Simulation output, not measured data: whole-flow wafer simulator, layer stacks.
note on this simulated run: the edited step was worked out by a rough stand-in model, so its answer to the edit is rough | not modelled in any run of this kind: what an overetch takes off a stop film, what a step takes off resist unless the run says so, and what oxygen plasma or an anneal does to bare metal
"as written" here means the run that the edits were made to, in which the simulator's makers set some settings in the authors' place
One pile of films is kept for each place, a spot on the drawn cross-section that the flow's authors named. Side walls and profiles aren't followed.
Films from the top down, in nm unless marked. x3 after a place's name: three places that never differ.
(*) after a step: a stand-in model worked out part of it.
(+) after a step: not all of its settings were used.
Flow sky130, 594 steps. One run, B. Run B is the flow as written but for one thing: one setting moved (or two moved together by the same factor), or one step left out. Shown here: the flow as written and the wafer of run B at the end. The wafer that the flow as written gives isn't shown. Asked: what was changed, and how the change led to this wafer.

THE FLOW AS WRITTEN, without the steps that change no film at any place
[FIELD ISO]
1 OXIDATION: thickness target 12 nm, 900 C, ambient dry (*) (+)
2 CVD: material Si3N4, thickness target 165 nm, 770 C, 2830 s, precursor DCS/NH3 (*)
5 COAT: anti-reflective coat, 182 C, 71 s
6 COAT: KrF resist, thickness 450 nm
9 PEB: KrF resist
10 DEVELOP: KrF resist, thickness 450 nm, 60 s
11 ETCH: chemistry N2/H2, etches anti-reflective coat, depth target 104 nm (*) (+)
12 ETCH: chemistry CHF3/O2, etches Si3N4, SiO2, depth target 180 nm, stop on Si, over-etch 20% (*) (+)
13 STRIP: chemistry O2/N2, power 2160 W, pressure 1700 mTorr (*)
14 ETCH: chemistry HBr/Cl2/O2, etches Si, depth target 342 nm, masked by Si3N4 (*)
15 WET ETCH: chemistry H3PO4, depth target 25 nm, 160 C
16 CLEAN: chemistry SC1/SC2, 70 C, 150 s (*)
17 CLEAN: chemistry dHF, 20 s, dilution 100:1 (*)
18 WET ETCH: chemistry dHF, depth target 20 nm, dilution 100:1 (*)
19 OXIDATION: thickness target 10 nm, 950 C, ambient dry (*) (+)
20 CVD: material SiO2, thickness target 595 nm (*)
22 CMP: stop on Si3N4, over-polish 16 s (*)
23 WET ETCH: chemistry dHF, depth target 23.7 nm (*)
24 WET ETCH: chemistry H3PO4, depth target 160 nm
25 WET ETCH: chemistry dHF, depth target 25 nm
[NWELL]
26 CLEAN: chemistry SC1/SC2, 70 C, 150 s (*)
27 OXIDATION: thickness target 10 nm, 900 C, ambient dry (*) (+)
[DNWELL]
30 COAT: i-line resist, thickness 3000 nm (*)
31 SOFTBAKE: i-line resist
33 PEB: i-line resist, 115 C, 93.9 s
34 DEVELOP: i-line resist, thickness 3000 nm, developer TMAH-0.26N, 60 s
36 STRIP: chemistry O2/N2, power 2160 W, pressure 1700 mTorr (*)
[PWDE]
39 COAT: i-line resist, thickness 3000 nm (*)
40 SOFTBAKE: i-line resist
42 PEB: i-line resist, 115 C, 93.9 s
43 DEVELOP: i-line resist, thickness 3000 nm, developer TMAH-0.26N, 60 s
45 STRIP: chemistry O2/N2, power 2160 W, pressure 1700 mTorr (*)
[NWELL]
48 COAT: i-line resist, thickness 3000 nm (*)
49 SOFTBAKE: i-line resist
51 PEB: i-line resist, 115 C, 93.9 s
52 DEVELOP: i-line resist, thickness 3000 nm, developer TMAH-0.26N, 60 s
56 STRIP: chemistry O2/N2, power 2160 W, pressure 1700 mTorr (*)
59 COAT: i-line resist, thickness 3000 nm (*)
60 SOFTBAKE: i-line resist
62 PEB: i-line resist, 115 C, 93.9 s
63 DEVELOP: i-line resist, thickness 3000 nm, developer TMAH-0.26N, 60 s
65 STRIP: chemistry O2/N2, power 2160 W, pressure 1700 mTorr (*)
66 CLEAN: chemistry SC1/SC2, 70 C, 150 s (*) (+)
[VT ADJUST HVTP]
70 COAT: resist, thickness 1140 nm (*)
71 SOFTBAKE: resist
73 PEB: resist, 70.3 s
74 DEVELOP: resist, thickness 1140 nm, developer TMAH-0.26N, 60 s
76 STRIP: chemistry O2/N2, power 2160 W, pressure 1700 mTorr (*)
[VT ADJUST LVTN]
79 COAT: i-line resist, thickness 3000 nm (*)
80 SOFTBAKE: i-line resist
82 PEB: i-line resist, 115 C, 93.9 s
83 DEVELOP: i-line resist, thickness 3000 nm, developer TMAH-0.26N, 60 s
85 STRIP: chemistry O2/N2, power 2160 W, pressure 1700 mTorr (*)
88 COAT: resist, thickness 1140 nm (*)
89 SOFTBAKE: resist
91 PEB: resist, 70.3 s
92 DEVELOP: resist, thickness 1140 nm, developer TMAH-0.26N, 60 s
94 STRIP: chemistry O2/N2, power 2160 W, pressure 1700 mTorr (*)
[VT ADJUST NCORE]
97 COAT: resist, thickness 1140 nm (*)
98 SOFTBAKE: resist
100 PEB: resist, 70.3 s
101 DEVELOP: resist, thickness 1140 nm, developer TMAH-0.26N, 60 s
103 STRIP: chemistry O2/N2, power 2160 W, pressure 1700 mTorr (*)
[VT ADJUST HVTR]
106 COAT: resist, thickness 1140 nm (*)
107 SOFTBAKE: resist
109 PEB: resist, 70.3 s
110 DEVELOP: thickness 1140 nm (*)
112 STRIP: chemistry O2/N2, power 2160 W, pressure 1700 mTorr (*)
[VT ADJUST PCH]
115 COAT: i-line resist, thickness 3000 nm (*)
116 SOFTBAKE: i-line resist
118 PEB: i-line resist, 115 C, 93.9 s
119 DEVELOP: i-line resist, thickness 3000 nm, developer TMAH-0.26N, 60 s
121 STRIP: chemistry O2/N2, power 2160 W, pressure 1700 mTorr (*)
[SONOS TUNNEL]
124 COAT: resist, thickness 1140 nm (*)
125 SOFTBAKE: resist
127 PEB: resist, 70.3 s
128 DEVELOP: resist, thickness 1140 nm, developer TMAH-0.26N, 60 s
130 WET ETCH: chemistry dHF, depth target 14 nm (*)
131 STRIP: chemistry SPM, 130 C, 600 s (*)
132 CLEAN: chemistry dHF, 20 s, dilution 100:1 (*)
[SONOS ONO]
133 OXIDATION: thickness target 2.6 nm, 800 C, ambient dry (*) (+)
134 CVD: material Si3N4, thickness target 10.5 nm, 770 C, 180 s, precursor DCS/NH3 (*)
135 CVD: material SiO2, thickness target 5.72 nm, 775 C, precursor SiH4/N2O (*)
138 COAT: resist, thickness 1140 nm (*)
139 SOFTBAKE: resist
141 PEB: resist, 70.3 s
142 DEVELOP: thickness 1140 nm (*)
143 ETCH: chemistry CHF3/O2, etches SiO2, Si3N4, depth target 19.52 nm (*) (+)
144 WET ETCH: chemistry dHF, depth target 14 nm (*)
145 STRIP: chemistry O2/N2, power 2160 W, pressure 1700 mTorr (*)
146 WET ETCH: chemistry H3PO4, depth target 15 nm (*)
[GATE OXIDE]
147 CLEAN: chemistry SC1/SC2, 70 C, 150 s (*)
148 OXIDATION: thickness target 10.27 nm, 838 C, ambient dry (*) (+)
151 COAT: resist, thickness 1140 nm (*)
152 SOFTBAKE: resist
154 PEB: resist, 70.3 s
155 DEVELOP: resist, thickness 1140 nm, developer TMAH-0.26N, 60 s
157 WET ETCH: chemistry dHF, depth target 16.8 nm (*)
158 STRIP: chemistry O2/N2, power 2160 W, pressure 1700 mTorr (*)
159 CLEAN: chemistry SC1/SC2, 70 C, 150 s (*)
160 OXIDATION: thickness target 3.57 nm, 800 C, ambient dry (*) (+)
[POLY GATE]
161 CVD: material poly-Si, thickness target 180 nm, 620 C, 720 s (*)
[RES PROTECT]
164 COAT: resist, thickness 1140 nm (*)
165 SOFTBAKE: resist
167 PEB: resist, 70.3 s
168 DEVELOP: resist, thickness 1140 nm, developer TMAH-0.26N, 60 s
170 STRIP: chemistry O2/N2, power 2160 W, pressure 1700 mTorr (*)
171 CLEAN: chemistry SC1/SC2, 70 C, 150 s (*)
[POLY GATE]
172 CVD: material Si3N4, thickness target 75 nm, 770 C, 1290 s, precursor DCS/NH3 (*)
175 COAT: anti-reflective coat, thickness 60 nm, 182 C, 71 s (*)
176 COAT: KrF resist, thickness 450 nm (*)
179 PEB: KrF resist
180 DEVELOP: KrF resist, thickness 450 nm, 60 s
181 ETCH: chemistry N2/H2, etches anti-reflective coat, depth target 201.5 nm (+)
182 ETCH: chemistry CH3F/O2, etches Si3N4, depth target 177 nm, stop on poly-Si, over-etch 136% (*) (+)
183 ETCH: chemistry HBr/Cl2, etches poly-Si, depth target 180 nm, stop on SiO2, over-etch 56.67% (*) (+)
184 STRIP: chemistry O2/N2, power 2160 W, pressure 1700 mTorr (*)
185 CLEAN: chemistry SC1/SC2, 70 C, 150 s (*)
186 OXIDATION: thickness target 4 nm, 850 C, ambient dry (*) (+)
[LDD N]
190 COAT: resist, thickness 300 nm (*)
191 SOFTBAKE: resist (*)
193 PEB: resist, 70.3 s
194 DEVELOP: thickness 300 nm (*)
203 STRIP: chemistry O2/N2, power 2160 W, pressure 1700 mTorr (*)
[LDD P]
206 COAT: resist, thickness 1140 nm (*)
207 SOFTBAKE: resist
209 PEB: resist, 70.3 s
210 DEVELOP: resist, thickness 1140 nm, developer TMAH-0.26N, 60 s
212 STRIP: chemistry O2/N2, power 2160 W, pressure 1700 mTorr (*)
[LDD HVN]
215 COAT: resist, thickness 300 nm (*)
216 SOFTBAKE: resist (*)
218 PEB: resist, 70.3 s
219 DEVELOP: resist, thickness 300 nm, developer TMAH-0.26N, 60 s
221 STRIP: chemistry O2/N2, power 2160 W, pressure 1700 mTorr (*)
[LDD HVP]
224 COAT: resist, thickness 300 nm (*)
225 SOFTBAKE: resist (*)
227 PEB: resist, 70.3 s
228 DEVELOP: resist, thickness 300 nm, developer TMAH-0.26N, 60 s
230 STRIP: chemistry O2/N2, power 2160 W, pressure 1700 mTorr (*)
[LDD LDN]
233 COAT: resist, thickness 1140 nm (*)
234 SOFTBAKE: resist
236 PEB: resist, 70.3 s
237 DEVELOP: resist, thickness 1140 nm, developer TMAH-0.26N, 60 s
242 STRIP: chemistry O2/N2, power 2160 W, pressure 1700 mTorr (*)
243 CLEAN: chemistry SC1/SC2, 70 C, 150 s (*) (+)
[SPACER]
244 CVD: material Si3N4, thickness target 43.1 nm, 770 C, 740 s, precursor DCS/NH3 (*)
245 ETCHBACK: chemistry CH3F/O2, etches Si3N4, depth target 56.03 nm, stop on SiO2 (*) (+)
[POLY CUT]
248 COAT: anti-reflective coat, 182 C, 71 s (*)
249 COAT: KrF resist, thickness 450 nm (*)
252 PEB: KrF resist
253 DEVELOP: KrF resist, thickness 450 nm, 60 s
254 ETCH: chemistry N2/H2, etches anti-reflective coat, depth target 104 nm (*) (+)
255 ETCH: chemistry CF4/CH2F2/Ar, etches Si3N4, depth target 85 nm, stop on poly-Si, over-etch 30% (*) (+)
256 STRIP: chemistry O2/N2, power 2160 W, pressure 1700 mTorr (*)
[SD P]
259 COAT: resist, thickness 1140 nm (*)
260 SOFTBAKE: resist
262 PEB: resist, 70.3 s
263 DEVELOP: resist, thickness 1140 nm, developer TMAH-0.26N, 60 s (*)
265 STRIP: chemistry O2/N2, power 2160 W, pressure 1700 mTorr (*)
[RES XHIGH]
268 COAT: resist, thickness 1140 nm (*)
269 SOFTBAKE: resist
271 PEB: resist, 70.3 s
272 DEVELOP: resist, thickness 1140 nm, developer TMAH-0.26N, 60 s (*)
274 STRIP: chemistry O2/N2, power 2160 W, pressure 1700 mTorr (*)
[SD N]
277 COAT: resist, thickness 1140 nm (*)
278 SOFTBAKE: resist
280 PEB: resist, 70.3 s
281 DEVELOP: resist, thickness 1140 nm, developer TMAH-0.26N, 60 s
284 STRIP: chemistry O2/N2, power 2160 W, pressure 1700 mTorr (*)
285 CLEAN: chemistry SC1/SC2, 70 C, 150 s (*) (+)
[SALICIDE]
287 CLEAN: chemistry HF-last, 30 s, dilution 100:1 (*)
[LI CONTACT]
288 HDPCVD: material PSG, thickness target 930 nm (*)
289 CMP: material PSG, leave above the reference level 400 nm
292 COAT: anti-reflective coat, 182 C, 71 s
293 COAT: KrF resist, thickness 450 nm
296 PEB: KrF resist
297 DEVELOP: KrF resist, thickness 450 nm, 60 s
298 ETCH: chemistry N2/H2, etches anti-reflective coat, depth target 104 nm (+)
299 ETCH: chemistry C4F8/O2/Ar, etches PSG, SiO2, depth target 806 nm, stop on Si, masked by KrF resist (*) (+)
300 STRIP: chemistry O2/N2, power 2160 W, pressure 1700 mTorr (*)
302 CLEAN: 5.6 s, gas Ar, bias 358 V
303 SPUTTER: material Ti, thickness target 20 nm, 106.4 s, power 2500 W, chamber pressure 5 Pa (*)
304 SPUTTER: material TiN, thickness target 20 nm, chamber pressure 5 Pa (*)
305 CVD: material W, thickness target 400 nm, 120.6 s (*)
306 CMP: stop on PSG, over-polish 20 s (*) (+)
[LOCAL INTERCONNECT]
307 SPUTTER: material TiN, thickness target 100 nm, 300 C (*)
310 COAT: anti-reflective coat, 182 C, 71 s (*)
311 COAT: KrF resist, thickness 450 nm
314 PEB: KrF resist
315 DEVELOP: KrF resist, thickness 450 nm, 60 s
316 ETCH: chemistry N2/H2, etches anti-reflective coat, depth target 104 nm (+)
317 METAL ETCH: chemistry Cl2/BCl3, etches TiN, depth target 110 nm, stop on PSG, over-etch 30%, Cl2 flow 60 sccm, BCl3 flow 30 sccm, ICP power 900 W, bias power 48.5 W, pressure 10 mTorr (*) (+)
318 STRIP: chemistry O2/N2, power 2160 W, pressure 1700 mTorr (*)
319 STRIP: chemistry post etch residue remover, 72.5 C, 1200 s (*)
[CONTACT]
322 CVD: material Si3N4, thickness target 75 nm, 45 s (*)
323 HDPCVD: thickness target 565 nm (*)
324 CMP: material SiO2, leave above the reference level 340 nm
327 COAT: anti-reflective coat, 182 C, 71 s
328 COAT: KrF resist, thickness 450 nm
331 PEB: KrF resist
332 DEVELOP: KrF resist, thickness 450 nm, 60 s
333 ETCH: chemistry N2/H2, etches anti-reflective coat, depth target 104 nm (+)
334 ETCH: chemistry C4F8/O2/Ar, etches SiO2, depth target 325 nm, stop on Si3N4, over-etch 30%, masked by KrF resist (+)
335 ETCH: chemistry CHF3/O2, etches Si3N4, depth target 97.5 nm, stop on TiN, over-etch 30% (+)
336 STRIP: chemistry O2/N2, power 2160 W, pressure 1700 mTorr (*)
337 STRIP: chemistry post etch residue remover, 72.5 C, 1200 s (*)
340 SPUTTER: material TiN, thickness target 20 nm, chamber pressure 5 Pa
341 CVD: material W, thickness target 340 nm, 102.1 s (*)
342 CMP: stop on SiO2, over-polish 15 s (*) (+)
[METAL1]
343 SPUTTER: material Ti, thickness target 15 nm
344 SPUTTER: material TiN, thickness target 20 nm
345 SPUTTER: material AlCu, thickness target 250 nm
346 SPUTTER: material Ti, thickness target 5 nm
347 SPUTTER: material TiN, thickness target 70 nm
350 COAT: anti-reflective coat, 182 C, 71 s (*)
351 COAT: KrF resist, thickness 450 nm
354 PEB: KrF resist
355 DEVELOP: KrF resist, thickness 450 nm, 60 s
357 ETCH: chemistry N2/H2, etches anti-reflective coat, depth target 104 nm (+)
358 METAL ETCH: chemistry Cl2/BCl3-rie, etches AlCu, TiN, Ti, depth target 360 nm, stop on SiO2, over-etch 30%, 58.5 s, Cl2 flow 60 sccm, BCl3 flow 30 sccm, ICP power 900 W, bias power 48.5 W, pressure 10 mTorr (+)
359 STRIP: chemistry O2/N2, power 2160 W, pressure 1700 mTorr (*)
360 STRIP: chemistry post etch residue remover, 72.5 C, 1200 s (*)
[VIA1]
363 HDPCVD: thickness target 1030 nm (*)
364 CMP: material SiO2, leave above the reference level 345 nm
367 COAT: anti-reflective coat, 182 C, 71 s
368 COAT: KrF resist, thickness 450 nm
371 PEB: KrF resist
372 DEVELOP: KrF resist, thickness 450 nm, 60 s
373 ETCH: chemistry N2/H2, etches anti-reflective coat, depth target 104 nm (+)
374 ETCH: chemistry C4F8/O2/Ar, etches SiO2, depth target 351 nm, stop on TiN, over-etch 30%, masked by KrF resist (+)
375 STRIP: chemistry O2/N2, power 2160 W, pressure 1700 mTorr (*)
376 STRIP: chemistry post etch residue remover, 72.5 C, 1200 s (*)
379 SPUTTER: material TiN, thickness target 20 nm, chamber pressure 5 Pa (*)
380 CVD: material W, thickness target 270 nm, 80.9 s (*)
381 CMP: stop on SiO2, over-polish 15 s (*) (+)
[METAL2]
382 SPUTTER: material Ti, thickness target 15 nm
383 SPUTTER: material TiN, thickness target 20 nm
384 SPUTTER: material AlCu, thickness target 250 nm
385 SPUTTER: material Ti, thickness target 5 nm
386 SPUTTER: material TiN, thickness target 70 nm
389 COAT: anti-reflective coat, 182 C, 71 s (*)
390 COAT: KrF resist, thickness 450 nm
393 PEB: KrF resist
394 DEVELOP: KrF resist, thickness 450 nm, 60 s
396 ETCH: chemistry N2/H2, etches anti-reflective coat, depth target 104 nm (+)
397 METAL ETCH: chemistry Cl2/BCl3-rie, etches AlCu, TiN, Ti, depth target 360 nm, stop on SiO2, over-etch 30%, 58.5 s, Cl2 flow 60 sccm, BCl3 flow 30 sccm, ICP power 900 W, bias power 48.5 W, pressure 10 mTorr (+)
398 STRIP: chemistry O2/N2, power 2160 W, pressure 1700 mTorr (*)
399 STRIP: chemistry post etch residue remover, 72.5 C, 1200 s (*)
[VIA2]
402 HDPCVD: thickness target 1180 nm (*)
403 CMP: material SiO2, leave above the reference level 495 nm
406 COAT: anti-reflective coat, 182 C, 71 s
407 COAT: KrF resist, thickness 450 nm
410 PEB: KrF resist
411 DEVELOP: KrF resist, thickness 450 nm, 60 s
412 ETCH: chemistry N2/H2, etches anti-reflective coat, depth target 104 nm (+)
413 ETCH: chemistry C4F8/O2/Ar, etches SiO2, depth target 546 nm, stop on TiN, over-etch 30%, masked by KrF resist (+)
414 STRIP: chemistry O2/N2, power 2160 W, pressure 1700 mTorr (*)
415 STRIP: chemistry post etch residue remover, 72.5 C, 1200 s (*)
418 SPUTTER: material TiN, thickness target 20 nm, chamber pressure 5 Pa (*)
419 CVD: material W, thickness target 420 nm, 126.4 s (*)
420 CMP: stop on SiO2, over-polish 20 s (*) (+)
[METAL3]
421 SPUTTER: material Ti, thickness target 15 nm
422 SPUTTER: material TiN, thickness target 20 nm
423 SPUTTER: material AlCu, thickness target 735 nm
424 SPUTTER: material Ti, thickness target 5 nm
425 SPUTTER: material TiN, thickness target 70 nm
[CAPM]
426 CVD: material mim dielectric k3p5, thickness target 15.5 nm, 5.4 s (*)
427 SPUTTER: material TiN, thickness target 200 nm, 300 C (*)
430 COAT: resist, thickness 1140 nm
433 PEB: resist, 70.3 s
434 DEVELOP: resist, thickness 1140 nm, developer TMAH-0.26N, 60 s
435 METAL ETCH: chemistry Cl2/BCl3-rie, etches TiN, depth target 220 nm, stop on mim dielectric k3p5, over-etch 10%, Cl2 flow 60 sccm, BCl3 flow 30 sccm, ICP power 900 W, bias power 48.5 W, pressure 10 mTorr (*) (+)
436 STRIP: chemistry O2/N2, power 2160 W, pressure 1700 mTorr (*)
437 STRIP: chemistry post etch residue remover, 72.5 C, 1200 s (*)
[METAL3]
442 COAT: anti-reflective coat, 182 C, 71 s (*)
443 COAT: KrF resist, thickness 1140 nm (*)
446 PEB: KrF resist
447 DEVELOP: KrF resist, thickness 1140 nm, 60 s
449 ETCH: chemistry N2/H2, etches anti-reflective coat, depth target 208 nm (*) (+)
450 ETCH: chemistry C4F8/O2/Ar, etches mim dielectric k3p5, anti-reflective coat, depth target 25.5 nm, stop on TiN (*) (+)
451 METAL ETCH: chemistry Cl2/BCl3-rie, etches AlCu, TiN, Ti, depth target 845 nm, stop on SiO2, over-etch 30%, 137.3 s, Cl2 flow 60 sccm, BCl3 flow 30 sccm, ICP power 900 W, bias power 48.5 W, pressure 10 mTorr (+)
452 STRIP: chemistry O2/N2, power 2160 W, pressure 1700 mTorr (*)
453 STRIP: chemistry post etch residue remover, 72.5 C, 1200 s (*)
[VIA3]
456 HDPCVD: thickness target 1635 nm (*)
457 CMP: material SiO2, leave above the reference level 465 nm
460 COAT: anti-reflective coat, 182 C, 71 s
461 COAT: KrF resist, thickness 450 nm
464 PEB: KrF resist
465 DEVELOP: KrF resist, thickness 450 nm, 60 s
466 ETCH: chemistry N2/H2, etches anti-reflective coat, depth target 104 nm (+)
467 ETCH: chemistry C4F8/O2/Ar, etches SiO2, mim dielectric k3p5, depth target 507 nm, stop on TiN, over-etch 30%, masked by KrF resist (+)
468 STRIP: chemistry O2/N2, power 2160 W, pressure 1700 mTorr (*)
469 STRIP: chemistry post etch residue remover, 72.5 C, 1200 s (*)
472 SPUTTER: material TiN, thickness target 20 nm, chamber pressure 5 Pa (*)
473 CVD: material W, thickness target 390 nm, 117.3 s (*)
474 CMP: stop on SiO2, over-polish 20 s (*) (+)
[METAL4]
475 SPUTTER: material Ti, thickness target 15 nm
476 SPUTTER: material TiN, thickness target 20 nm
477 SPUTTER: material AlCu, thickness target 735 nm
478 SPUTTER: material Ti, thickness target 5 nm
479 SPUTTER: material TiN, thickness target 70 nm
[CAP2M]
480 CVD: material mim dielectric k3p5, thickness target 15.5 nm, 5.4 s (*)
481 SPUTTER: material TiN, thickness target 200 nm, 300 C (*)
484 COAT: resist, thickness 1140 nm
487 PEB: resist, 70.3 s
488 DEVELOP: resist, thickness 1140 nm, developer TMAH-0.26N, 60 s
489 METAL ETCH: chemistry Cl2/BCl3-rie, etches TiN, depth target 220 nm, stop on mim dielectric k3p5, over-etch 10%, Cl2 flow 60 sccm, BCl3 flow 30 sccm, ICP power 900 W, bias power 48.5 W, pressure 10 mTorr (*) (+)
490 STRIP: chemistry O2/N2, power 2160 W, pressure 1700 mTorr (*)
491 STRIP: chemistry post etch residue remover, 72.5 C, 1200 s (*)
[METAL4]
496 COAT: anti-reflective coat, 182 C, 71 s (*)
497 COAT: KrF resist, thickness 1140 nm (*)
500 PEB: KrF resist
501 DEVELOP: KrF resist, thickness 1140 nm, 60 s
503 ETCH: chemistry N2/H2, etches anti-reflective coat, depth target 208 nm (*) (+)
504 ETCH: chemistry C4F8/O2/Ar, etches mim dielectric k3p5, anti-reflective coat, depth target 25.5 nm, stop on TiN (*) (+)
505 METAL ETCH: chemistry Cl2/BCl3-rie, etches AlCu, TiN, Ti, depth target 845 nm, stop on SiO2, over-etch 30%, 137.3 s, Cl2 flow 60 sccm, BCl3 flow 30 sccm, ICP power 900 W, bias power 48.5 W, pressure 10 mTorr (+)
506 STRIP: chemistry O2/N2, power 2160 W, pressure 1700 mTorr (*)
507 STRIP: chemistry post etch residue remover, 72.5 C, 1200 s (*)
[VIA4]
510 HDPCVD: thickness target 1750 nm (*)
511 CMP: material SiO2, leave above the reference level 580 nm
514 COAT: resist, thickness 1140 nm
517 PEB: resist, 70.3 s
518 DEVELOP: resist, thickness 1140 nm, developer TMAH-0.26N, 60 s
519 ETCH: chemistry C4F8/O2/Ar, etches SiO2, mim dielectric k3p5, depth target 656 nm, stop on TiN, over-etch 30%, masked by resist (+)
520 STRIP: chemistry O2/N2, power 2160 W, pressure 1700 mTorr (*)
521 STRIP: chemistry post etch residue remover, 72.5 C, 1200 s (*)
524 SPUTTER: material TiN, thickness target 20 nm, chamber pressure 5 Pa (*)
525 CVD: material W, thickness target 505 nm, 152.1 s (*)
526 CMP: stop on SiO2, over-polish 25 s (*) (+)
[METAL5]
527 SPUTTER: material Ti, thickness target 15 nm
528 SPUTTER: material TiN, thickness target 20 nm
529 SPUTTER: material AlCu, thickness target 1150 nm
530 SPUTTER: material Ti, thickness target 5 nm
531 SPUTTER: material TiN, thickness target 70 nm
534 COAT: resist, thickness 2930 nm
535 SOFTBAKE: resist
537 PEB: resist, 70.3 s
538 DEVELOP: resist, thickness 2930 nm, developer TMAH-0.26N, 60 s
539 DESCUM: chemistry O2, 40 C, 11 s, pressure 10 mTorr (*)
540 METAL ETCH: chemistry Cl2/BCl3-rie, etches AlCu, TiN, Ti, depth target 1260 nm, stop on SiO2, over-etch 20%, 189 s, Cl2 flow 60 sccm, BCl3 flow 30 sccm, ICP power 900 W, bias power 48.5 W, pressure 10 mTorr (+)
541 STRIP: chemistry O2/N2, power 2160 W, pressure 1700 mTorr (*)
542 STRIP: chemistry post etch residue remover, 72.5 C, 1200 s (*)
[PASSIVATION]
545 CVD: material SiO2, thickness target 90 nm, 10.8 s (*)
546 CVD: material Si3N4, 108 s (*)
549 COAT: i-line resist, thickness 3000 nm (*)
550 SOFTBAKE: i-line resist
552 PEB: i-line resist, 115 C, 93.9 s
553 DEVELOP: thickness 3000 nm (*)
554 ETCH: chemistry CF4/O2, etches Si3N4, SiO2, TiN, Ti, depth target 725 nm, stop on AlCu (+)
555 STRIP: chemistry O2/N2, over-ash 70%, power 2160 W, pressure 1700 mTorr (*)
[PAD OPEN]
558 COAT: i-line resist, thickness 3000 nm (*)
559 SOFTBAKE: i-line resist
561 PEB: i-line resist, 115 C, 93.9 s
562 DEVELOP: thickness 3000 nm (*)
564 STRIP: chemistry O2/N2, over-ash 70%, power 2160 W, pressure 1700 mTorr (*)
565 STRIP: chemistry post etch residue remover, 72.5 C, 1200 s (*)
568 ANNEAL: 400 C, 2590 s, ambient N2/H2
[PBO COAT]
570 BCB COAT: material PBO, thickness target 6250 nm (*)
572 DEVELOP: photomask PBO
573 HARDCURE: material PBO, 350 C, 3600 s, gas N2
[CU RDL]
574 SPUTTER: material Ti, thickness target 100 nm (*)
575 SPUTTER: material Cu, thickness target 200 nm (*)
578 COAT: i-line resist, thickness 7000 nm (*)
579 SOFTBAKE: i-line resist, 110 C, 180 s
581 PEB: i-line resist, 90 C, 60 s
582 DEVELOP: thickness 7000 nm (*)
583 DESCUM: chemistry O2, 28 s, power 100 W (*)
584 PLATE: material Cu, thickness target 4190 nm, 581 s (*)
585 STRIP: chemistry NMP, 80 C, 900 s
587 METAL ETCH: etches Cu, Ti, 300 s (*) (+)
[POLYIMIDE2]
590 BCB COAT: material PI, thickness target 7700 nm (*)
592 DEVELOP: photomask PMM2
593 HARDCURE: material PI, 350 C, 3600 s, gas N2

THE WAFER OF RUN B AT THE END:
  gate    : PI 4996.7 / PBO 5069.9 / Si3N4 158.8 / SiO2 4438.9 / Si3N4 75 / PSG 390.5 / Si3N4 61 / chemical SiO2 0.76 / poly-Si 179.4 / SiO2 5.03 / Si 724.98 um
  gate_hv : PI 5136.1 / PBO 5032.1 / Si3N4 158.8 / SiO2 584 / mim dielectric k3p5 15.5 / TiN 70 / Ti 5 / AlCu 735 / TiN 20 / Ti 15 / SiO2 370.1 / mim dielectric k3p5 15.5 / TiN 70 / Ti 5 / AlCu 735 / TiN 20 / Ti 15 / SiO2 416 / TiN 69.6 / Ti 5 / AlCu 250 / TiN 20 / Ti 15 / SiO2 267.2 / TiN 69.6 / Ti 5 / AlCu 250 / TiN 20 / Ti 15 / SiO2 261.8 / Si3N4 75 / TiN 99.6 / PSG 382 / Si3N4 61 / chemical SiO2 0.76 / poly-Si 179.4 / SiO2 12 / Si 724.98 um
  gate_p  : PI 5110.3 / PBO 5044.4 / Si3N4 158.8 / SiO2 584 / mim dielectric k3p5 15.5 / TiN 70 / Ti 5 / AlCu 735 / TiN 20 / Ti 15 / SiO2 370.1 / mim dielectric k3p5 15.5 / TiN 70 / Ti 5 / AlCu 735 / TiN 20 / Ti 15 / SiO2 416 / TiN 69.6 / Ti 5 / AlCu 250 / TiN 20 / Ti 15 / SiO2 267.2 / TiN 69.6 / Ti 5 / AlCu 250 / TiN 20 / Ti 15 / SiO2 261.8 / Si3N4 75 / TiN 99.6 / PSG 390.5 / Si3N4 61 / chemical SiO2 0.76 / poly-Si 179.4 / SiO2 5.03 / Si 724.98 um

The cause: step 160, OXIDATION: thickness target 5.03 nm was run, where the flow has thickness target 3.57 nm.
It can be read off the wafer: gate has SiO2 5.03, and step 160 as written asks for 3.57 nm.

How the change led to this, step by step:
  160 OXIDATION: thickness target 3.57 nm, 800 C, ambient dry (*) (+)
      active, n_well, p_well and 58 more: SiO2 +5.03 (new film), chemical SiO2 -0.76 (all of it), Si -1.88 (as written it would be: SiO2 +3.57 (new film), chemical SiO2 -0.76 (all of it), Si -1.24)
      gate_hv, m1, pad and 37 more: SiO2 +2.03, Si -0.89 (as written it would be: SiO2 +0.85, Si -0.37)
  299 ETCH: chemistry C4F8/O2/Ar, etches PSG, SiO2, depth target 806 nm, stop on Si, masked by KrF resist (*) (+)
      contact, ndiff_licon, ndiff_licon_cpp: PSG -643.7 (all of it), SiO2 -2.37 (all of it) (as written it would be: PSG -643.6 (all of it), SiO2 -1.16 (all of it))
  306 CMP: stop on PSG, over-polish 20 s (*) (+)
      poly_licon: W -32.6 (as written it would be: W -33.3)
